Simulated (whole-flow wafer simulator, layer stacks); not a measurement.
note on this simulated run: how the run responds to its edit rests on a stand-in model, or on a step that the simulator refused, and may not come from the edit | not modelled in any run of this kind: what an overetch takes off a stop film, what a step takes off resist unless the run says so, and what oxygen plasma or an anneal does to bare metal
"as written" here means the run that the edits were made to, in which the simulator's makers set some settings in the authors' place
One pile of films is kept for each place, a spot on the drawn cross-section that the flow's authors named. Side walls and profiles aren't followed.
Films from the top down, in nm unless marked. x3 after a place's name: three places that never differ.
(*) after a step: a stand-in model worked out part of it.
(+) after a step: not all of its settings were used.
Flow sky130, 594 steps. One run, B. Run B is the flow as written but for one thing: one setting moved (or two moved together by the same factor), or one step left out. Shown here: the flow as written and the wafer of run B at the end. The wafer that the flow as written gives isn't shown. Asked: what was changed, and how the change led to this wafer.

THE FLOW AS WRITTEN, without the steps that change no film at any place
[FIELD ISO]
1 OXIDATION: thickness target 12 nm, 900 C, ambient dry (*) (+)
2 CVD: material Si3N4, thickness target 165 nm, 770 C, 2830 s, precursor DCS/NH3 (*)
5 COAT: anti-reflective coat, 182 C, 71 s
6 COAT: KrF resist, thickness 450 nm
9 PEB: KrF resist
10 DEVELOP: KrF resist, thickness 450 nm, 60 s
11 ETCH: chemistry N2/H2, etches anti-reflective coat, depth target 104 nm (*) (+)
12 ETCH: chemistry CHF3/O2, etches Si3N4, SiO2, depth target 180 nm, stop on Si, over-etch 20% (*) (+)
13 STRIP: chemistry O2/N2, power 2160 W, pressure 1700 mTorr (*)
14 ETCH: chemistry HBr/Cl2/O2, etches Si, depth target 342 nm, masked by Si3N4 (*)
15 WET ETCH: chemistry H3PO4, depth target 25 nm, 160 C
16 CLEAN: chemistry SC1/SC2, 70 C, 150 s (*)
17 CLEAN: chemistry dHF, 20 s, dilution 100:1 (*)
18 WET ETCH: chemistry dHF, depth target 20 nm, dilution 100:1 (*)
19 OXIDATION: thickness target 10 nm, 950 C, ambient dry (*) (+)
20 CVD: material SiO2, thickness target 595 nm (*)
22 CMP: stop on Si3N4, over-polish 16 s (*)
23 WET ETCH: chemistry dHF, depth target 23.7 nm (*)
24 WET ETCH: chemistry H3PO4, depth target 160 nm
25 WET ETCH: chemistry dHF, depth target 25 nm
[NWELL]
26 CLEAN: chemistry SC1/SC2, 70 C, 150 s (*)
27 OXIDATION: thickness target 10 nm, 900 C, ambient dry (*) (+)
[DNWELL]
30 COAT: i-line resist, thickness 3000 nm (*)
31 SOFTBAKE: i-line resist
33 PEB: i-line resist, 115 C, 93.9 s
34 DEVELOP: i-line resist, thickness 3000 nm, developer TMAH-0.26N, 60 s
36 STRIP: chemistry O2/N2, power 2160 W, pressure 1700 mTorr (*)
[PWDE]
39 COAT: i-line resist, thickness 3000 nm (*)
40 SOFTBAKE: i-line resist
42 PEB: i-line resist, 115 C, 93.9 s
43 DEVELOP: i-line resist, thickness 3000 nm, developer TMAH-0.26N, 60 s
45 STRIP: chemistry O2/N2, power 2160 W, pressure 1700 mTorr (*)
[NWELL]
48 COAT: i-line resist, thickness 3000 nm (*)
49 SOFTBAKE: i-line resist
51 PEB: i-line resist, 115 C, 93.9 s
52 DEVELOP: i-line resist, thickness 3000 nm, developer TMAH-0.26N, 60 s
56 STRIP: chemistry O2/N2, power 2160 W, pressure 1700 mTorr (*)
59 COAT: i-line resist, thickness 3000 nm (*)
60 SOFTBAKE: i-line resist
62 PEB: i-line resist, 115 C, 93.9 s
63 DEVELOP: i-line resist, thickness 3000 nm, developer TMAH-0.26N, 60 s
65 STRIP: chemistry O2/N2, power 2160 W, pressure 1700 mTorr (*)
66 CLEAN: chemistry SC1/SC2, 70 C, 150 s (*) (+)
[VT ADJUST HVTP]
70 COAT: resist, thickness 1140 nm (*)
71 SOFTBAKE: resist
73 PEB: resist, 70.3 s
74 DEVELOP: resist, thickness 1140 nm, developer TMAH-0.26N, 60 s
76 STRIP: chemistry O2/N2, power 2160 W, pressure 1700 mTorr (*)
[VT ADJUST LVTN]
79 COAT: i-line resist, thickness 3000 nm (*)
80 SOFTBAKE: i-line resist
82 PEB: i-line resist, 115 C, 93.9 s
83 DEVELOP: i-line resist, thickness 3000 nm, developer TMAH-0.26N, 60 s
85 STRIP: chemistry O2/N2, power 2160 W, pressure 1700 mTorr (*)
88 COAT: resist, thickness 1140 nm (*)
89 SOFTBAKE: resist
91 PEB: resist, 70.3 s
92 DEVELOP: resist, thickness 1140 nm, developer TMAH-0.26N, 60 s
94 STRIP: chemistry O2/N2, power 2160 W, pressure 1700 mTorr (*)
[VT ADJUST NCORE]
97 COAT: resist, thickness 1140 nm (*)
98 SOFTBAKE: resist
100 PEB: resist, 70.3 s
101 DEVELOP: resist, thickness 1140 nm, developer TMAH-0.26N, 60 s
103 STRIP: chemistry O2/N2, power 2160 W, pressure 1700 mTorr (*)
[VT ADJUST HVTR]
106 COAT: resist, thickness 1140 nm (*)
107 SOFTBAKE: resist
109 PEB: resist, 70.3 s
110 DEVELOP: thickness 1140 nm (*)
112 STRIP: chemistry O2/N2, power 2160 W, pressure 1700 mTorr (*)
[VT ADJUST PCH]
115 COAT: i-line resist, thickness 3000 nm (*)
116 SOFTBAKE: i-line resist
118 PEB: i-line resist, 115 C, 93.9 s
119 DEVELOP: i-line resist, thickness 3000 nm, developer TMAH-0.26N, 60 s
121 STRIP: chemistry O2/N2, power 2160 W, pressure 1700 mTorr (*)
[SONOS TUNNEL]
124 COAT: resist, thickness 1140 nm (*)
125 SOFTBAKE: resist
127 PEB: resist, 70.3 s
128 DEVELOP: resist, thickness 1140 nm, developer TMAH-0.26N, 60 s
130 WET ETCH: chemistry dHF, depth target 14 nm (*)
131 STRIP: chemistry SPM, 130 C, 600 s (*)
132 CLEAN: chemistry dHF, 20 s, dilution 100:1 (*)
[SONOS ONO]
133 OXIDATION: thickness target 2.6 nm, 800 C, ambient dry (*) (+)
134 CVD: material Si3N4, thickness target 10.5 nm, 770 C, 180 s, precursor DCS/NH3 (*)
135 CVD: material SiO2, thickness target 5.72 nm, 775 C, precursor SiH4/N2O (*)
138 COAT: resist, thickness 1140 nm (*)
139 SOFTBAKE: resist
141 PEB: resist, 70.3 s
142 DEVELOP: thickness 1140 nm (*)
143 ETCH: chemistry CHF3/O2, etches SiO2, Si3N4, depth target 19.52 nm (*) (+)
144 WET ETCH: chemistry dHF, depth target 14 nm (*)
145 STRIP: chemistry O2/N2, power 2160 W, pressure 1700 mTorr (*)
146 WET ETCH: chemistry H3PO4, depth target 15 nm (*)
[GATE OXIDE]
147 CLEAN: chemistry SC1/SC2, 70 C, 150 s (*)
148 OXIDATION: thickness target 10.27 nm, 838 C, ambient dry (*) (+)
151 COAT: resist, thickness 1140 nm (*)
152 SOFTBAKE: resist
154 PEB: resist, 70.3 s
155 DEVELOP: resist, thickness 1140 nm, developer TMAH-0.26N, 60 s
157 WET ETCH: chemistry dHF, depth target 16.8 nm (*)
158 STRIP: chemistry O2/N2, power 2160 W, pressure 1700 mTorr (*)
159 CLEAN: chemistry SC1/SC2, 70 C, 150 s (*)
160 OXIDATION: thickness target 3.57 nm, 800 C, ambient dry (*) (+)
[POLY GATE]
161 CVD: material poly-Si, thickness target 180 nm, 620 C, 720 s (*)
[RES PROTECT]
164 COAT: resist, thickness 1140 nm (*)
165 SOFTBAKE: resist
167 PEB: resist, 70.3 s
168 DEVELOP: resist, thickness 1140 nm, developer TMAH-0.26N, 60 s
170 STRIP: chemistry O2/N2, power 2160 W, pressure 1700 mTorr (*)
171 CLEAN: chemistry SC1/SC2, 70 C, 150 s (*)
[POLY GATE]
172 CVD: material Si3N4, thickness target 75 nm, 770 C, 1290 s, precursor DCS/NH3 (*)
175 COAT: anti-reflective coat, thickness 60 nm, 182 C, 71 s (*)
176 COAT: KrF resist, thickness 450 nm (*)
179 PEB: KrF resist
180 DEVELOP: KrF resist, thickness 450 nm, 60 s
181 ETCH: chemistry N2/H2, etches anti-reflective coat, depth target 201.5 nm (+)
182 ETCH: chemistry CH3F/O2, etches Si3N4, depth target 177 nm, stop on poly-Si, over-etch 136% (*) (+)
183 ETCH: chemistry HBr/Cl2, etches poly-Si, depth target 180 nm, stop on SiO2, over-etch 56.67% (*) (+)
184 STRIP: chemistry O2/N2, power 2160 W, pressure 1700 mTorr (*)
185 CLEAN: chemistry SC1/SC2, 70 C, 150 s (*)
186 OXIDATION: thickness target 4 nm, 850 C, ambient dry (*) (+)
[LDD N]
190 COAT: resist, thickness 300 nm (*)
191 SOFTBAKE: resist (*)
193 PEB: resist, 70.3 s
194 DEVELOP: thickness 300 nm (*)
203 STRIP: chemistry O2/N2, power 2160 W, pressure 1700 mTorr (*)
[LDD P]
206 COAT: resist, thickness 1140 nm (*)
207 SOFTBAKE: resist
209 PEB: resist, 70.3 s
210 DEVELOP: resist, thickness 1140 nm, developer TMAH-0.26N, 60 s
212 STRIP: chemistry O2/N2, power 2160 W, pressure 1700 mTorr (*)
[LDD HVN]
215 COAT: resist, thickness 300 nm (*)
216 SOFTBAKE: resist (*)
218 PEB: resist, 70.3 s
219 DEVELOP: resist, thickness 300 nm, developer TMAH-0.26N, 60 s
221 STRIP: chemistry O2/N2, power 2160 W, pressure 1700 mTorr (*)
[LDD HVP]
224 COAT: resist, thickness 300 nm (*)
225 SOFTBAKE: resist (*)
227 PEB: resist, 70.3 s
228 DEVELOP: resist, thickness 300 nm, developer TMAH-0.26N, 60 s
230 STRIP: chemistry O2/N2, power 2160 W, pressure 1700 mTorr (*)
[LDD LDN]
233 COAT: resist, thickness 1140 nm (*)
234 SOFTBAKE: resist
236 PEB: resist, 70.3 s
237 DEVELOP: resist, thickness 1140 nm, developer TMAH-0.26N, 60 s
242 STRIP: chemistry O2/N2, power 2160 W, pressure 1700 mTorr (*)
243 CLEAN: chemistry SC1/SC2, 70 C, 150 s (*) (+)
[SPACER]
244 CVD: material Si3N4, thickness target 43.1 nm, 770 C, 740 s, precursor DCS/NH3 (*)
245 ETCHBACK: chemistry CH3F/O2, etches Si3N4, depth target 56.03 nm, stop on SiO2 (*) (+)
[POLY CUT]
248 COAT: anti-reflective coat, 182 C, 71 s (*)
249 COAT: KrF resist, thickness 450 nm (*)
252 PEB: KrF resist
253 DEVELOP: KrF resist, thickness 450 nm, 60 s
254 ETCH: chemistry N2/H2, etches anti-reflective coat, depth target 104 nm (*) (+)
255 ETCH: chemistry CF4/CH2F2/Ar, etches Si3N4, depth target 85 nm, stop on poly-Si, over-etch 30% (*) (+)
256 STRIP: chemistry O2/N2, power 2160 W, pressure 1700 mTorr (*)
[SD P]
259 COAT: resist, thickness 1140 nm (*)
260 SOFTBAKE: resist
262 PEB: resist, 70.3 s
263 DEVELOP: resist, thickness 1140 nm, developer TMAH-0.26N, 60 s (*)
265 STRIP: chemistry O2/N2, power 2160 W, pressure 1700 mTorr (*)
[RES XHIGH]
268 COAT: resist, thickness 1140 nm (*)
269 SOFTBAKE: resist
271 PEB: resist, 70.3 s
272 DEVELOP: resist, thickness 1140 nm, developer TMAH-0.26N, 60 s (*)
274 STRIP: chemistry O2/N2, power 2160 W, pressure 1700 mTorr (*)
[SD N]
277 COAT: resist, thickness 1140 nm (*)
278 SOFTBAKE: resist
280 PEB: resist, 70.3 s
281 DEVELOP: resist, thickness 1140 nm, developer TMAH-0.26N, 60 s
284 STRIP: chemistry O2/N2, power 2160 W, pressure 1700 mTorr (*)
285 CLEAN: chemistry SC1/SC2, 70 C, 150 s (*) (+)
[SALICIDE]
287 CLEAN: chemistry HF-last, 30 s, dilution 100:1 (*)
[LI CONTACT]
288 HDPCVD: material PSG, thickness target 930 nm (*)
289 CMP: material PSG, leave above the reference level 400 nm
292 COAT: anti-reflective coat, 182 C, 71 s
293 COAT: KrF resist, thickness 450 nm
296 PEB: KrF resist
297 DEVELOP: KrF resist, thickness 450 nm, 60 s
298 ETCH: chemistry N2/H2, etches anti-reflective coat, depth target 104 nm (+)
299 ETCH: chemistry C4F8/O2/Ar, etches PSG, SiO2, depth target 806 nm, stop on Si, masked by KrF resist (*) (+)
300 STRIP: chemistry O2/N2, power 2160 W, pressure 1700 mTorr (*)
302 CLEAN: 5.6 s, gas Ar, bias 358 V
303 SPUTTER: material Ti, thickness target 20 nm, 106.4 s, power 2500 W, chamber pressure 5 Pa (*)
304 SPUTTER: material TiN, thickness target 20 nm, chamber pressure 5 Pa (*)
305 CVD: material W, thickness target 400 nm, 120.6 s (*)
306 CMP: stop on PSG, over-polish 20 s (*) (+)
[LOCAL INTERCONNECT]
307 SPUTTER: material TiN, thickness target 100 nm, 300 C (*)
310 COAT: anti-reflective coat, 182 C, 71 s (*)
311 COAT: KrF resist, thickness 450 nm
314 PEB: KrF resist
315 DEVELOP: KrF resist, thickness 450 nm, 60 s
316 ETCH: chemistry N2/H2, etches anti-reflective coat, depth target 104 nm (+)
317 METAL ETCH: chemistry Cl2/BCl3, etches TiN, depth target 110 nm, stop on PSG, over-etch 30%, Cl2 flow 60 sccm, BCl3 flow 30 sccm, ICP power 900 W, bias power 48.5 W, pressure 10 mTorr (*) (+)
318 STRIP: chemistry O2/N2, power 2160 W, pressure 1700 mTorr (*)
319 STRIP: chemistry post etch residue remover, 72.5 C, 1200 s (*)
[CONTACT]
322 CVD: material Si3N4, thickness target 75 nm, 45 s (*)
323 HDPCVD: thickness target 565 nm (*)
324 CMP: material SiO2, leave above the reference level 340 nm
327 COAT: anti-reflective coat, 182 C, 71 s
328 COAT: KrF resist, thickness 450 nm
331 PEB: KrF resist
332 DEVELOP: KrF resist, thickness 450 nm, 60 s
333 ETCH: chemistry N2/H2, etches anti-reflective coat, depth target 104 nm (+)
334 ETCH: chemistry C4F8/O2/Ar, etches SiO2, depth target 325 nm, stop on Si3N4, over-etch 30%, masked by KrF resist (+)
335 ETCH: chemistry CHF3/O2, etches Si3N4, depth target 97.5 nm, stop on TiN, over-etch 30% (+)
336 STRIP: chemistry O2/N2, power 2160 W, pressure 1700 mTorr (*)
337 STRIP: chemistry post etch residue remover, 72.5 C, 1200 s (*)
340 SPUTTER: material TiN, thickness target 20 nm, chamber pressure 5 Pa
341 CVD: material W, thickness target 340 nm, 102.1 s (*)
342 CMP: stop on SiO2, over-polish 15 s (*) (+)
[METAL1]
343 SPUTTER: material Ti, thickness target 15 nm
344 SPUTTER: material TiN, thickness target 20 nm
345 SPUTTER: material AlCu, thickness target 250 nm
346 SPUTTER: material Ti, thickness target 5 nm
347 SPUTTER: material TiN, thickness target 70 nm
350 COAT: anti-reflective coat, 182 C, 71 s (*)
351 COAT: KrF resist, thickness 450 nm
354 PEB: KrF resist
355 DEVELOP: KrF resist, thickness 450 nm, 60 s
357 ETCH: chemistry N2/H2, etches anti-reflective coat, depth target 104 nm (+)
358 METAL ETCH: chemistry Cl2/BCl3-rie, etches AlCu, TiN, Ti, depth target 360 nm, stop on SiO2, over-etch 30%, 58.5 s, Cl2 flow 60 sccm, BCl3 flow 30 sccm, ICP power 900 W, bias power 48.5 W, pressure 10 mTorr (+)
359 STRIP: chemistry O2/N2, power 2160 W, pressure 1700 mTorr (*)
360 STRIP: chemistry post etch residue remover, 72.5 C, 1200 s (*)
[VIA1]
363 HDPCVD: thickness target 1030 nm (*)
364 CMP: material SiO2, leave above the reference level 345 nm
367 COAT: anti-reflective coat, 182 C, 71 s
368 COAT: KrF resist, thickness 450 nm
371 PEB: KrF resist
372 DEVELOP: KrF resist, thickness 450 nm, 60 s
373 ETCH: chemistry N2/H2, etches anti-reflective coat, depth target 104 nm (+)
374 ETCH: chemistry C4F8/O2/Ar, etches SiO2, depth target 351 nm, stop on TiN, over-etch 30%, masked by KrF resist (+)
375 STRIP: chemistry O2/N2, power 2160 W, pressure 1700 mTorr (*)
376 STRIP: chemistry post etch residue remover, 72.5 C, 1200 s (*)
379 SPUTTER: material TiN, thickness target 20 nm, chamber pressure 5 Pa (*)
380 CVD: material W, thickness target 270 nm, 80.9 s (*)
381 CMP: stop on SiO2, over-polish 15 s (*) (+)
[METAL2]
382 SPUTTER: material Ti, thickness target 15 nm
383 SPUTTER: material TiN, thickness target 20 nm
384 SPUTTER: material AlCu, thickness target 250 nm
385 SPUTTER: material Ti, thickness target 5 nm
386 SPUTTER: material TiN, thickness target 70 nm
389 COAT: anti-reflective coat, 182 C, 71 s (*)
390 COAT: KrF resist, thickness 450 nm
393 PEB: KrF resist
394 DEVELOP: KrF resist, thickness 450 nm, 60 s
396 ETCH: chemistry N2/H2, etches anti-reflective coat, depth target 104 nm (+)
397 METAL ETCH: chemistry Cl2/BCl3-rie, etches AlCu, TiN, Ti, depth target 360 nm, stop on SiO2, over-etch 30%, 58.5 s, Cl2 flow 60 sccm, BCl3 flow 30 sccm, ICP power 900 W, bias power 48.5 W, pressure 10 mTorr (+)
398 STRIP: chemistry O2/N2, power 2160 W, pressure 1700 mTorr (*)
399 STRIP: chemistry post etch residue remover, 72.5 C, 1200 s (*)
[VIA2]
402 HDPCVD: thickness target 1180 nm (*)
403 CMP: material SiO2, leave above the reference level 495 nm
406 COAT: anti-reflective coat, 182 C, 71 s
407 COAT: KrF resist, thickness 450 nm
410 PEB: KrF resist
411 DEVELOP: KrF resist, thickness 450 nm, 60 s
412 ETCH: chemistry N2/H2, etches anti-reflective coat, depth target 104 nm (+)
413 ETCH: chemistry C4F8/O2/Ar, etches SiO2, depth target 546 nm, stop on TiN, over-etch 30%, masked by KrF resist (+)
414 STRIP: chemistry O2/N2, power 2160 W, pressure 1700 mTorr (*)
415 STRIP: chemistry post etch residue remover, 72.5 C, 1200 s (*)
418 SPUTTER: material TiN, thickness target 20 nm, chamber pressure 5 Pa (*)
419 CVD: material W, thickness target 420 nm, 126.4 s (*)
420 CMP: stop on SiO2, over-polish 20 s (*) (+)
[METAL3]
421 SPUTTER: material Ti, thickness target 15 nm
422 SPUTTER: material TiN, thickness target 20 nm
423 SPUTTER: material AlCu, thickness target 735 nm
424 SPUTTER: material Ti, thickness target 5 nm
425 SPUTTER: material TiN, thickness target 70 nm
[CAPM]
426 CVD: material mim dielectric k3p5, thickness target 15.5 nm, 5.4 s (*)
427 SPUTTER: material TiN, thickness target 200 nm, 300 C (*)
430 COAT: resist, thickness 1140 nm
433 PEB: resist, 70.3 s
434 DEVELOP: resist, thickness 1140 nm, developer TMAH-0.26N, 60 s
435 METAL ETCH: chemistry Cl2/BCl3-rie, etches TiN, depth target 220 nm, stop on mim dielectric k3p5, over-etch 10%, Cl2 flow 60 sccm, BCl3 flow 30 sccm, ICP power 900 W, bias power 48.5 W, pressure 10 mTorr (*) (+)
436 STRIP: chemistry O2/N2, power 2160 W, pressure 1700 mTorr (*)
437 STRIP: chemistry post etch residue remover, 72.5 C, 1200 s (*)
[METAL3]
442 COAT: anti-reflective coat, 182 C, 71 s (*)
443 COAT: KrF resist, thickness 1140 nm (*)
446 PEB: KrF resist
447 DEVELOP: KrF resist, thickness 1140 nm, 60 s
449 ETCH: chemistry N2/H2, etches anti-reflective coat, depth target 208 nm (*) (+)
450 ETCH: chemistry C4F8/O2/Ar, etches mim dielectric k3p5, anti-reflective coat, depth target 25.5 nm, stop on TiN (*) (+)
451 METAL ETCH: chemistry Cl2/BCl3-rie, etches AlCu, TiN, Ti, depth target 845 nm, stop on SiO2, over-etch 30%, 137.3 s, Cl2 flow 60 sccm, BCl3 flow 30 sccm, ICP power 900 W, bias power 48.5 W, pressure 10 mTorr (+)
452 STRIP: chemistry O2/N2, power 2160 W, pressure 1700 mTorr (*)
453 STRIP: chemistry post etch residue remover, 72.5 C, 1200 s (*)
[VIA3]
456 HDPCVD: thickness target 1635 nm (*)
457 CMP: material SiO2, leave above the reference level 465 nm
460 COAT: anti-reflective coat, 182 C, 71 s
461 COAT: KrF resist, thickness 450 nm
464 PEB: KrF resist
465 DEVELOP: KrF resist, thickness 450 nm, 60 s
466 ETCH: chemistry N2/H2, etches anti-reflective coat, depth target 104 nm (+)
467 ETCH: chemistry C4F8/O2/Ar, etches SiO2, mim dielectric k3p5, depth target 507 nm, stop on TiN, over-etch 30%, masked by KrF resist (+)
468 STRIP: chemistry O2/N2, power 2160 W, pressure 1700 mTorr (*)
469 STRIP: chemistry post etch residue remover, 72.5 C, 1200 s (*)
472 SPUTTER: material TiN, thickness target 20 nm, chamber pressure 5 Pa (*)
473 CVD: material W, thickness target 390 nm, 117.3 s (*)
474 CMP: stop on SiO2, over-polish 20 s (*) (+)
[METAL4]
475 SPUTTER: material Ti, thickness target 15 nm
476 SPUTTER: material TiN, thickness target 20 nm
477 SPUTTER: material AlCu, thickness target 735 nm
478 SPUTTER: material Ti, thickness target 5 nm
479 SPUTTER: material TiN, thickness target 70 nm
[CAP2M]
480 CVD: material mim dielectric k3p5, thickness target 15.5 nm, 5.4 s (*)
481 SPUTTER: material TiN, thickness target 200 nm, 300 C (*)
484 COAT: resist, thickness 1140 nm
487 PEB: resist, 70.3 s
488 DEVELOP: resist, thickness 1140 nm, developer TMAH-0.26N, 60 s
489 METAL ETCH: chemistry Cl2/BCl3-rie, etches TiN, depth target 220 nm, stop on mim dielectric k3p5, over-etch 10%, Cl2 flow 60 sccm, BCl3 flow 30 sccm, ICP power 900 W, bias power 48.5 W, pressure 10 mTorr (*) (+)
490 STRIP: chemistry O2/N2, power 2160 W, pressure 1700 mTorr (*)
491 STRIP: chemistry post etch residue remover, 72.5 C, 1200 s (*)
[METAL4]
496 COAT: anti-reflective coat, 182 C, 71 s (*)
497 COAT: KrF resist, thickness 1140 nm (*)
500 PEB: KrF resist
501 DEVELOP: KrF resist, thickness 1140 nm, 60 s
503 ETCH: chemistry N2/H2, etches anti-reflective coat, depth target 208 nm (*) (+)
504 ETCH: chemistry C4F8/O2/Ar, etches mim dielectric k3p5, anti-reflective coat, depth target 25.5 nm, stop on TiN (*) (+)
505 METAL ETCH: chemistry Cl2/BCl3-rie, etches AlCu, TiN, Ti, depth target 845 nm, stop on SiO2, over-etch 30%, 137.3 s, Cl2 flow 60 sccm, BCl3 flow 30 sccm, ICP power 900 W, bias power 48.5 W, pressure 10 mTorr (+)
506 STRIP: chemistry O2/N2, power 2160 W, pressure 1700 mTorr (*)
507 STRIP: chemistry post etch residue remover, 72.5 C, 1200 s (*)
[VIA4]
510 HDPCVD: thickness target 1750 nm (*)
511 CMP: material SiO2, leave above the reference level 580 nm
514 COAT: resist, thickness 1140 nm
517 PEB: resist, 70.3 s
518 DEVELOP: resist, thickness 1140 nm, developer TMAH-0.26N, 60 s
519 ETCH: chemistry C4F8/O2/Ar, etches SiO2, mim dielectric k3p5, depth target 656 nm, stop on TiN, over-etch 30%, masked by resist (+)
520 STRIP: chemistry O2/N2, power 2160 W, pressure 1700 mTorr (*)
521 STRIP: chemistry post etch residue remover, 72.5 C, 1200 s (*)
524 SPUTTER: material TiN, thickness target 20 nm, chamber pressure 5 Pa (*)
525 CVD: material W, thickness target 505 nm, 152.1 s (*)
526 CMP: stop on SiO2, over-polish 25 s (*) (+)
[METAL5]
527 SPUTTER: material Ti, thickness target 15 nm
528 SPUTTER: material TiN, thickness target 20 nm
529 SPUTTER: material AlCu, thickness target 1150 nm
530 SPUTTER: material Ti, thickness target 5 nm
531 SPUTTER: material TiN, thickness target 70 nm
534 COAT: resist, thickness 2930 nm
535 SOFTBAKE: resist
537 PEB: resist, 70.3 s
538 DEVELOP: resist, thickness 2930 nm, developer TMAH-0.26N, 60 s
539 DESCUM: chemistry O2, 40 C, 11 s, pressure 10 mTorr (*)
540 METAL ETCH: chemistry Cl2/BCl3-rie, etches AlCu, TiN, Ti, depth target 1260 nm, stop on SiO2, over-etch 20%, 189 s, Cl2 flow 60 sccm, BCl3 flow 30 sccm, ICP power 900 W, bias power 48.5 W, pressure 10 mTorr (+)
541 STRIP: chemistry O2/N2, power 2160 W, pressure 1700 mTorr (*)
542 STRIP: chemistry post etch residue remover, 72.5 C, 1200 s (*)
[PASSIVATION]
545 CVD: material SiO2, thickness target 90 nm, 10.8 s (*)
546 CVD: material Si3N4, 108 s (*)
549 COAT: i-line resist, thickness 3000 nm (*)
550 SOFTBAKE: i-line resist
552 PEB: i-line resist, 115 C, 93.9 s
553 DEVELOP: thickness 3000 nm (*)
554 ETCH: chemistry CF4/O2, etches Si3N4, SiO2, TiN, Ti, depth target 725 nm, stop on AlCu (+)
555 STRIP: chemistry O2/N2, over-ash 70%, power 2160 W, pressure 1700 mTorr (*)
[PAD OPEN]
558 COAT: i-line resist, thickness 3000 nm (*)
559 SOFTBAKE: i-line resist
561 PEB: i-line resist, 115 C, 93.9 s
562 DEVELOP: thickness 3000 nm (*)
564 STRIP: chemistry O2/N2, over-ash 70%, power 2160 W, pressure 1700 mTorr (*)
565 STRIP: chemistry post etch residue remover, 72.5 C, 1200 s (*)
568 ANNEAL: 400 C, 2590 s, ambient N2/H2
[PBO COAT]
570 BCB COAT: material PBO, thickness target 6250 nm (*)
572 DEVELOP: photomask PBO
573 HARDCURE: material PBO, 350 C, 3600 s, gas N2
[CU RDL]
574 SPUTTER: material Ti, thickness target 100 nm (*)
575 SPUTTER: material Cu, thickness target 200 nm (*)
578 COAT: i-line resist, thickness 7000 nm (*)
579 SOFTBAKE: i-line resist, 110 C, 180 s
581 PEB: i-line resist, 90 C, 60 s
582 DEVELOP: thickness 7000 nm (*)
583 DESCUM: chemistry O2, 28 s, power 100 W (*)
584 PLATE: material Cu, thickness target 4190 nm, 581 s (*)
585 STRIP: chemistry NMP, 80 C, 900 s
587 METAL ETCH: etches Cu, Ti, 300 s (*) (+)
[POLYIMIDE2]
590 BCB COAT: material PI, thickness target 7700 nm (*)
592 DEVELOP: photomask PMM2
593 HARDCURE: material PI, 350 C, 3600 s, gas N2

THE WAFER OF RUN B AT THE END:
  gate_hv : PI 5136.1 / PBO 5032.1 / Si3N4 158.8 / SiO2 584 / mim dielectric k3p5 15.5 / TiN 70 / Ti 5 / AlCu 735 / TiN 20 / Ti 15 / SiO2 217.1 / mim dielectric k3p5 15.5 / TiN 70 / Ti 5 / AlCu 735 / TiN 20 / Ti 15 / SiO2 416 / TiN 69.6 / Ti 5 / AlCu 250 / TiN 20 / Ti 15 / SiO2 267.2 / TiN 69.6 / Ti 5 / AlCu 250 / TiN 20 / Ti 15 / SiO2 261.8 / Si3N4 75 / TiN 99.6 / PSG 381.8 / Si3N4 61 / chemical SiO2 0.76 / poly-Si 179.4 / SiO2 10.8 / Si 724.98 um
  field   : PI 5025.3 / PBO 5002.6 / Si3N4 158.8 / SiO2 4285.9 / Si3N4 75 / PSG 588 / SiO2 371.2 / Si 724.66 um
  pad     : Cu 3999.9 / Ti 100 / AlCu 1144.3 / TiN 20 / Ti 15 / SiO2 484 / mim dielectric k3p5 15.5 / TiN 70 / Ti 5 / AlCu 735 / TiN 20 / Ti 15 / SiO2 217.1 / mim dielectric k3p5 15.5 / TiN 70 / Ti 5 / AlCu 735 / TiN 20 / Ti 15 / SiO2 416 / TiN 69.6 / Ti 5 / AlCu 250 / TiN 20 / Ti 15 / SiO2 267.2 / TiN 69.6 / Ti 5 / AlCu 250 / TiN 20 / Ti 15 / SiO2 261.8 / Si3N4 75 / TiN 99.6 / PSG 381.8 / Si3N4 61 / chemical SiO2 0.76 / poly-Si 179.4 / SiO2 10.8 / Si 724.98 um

The cause: step 457, CMP: leave above the reference level 312 nm was run, where the flow has leave above the reference level 465 nm.

How the change led to this, step by step:
  457 CMP: material SiO2, leave above the reference level 465 nm
      n_well, p_well, gate_hv and 99 more: SiO2 -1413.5 (as written it would be: SiO2 -1260.5)
      field, active, gate and 82 more: SiO2 -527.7 (as written it would be: SiO2 -374.7)
      (and at 5 more places)
  467 ETCH: chemistry C4F8/O2/Ar, etches SiO2, mim dielectric k3p5, depth target 507 nm, stop on TiN, over-etch 30%, masked by KrF resist (+)
      field, active, n_well and 187 more: KrF resist -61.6 (as written it would be: KrF resist -101.4)
      m1: SiO2 -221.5 (all of it), mim dielectric k3p5 -15.5 (all of it) (as written it would be: SiO2 -374.5 (all of it), mim dielectric k3p5 -15.5 (all of it))
      (and at 1 more place)
  468 STRIP: chemistry O2/N2, power 2160 W, pressure 1700 mTorr (*)
      field, active, n_well and 187 more: KrF resist -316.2 (all of it), anti-reflective coat -80 (all of it) (as written it would be: KrF resist -276.4 (all of it), anti-reflective coat -80 (all of it))
  472 SPUTTER: material TiN, thickness target 20 nm, chamber pressure 5 Pa (*)
      m1, via3_hole: TiN +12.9 (as written it would be: TiN +10.6)
  473 CVD: material W, thickness target 390 nm, 117.3 s (*)
      m1: W +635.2 (new film) (as written it would be: W +790.5 (new film))
      via3_hole: W +634.6 (new film) (as written it would be: W +789.9 (new film))
  505 METAL ETCH: chemistry Cl2/BCl3-rie, etches AlCu, TiN, Ti, depth target 845 nm, stop on SiO2, over-etch 30%, 137.3 s, Cl2 flow 60 sccm, BCl3 flow 30 sccm, ICP power 900 W, bias power 48.5 W, pressure 10 mTorr (+)
      mim_edge_plate: TiN -70 (all of it), Ti -5 (all of it), AlCu -735 (all of it), TiN -20 (all of it), Ti -15 (all of it), SiO2 -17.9 (all of it), TiN -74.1 (as written it would be: TiN -70 (all of it), Ti -5 (all of it), AlCu -735 (all of it), TiN -20 (all of it), Ti -15 (all of it), SiO2 -25.3)
  510 HDPCVD: thickness target 1750 nm (*)
      mim_edge_plate: SiO2 +1750 (new film) (as written it would be: SiO2 +1750)
  511 CMP: material SiO2, leave above the reference level 580 nm
      mim_edge_plate: SiO2 -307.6 (as written it would be: SiO2 -374.7)
